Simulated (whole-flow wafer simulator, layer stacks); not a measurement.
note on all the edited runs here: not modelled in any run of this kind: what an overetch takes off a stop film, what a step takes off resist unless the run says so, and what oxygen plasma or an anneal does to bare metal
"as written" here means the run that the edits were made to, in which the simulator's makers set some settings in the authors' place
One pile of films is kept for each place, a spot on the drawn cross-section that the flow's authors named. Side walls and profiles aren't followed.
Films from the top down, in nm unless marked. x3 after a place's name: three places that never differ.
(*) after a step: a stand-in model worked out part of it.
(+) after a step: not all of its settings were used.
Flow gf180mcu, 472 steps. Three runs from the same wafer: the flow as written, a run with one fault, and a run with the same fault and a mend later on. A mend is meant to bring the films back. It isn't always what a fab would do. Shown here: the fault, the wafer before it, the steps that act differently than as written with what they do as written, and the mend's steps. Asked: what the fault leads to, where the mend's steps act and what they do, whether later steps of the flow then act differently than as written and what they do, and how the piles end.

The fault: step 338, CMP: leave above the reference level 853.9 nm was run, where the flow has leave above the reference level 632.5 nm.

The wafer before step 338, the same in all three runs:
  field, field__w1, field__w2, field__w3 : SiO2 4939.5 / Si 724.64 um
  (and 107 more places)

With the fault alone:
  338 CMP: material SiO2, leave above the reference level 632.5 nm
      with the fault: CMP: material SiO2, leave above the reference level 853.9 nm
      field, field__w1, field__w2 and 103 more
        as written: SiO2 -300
        with the fault: SiO2 -78.6
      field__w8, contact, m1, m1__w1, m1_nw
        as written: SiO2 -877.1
        with the fault: SiO2 -655.7
  Later steps of the flow that act differently than as written:
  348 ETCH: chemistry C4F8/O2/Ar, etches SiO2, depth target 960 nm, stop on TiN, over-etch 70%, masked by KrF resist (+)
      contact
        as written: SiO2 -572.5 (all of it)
        with the fault: SiO2 -793.9 (all of it)
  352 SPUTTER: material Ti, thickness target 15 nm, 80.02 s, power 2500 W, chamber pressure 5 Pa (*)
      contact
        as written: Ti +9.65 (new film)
        with the fault: Ti +8.49 (new film)
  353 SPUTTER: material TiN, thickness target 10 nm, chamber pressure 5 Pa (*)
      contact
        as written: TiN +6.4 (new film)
        with the fault: TiN +5.63 (new film)
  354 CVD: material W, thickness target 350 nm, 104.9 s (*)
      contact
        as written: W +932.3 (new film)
        with the fault: W +1155.6 (new film)
  At the end the piles differ from the flow's by more than 2% or 0.5 nm, whichever is larger, at field, field__w1, field__w2 and 109 more.
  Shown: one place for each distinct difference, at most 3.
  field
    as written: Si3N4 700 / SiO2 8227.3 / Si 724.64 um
    with the fault: Si3N4 700 / SiO2 8448.7 / Si 724.64 um
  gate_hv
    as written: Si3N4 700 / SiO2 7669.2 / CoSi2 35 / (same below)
    with the fault: Si3N4 700 / SiO2 7890.6 / CoSi2 35 / (same below)
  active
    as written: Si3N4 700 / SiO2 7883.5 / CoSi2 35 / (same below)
    with the fault: Si3N4 700 / SiO2 8104.9 / CoSi2 35 / (same below)

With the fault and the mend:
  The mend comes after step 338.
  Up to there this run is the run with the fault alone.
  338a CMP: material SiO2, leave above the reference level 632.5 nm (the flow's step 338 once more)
      field, field__w1, field__w2 and 108 more
        SiO2 -221.4
  No later step of the flow acts differently than as written at any place that is followed.
  At the end the piles are the same as the flow's at every place that both follow.
